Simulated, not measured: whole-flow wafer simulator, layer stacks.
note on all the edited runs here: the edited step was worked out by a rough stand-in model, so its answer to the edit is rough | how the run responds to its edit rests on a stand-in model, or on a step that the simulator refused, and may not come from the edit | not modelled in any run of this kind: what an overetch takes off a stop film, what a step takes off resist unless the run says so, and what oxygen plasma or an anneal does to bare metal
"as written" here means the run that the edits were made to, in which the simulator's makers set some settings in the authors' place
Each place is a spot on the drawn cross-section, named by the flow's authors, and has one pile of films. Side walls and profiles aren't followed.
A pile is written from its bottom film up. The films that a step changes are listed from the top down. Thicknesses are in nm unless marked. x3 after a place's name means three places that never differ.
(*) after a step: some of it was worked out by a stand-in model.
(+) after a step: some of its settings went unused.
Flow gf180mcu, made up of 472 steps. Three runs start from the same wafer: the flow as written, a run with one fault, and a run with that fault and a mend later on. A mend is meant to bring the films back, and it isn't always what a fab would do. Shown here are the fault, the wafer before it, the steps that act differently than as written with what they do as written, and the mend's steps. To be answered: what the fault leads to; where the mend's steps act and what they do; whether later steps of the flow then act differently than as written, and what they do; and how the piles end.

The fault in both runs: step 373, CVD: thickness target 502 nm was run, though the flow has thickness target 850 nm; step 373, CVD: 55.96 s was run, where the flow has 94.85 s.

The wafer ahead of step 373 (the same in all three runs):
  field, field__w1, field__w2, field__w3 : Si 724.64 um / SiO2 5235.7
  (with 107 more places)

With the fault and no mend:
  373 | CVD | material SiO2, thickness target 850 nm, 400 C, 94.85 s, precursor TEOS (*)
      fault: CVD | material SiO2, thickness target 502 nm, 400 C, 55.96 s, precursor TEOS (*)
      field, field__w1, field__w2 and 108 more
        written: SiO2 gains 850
        fault: SiO2 gains 509
  Later steps of the flow acting differently than as written (7 more steps, not shown, differ only slightly: by at most 2% or 0.5 nm, whichever is larger):
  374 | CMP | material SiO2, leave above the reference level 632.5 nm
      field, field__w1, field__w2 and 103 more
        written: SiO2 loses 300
        fault: nothing
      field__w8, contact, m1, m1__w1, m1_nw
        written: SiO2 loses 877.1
        fault: SiO2 loses 536.1
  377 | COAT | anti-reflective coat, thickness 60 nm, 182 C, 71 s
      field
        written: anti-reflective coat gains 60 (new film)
        fault: anti-reflective coat gains 76.2 (new film)
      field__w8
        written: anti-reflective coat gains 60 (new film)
        fault: anti-reflective coat gains 36.9 (new film)
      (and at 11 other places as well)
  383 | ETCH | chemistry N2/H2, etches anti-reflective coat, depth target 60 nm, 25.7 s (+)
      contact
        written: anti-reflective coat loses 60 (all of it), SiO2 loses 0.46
        fault: anti-reflective coat loses 37.6 (all of it), SiO2 loses 1.04
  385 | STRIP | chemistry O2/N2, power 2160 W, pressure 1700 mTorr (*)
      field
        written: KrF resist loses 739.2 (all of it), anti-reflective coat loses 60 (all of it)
        fault: KrF resist loses 731.1 (all of it), anti-reflective coat loses 76.2 (all of it)
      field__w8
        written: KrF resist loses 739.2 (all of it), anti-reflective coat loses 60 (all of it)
        fault: KrF resist loses 735.2 (all of it), anti-reflective coat loses 36.9 (all of it)
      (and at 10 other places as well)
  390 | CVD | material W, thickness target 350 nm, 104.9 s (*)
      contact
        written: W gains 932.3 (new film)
        fault: W gains 890.9 (new film)
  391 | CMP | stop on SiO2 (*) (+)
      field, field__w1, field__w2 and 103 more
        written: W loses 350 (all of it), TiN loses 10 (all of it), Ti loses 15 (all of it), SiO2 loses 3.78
        fault: W loses 350 (all of it), TiN loses 4
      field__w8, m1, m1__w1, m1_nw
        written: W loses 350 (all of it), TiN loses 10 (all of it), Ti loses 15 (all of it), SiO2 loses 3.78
        fault: W loses 350 (all of it), TiN loses 10 (all of it), Ti loses 15 (all of it), SiO2 loses 20
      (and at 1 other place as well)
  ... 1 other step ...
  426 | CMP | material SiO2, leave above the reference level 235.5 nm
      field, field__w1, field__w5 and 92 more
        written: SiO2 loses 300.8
        fault: SiO2 loses 279.8
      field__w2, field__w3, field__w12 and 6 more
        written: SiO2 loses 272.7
        fault: SiO2 loses 250.7
  By the end, the piles at field__w4, field__w8, contact, m1, m1__w1, mim, mim_1p0, m1_nw depart from the flow's by more than 2% or 0.5 nm, whichever is larger.
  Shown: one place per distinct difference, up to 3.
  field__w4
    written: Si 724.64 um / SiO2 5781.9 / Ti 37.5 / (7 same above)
    fault: Si 724.64 um / SiO2 5744.7 / Ti 15 / TiN 6 / Ti 37.5 / (7 same above)
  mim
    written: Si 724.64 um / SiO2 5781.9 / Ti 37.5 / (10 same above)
    fault: Si 724.64 um / SiO2 5744.7 / Ti 15 / TiN 6 / Ti 37.5 / (10 same above)
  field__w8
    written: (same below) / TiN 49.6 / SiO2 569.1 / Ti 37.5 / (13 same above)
    fault: (same below) / TiN 49.6 / SiO2 552.9 / Ti 37.5 / (13 same above)

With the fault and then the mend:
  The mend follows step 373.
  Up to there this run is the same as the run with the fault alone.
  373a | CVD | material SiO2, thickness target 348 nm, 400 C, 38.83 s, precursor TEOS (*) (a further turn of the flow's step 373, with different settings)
      field, field__w1, field__w2 and 108 more
        SiO2 gains 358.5
  Later steps of the flow acting differently than as written:
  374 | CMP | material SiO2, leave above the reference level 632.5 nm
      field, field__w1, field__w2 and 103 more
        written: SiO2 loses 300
        mend: SiO2 loses 317.5
  At every place that both follow, the piles at the end match the flow's.
